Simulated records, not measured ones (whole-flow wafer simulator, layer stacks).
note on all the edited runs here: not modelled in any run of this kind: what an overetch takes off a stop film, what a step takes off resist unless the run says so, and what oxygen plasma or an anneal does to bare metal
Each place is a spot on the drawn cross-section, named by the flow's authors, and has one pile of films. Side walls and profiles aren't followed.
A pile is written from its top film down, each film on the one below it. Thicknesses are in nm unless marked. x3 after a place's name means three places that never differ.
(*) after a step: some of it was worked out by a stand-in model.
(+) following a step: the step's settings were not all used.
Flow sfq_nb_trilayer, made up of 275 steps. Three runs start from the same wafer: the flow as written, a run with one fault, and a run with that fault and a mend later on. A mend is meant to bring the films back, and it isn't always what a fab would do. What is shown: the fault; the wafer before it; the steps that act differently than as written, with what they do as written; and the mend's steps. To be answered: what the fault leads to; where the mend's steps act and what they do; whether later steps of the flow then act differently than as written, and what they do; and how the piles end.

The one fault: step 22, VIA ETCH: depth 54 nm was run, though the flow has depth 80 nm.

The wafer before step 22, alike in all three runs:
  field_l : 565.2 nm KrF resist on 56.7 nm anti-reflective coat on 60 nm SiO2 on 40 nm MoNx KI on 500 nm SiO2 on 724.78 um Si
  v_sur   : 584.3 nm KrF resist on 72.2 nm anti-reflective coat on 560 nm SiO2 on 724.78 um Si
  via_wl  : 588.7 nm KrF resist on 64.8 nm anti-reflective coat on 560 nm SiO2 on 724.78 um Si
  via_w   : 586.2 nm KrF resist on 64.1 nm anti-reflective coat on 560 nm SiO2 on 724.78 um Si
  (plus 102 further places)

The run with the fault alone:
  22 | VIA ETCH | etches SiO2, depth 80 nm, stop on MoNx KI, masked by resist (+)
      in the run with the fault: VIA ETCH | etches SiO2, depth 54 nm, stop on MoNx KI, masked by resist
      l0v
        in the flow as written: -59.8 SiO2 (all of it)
        in the run with the fault: -54 SiO2
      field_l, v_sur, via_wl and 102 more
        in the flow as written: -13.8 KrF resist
        in the run with the fault: -9.31 KrF resist
  Later steps of the flow acting differently than as written (7 more steps, not shown, differ only slightly: by at most 2% or 0.5 nm, whichever is larger):
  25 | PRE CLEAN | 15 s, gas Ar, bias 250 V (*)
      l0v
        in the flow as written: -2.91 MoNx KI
        in the run with the fault: -5 SiO2
  By the end, the piles at l0v depart from the flow's by more than 2% or 0.5 nm, whichever is larger.
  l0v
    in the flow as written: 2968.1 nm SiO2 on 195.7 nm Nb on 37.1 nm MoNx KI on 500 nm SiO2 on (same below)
    in the run with the fault: 2963.7 nm SiO2 on 196.3 nm Nb on 0.85 nm SiO2 on 40 nm MoNx KI on 500 nm SiO2 on (same below)

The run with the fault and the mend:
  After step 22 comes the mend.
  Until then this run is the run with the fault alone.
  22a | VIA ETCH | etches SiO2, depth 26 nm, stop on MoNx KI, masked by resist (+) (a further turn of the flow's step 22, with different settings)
      field_l, v_sur, via_wl and 102 more
        -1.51 KrF resist
      l0v
        -5.85 SiO2 (all of it)
  None of the later steps of the flow differs from how it acts as written, at any place that is followed, by more than 2% or 0.5 nm, whichever is larger.
  By the end, the piles equal the flow's at every place that both follow.
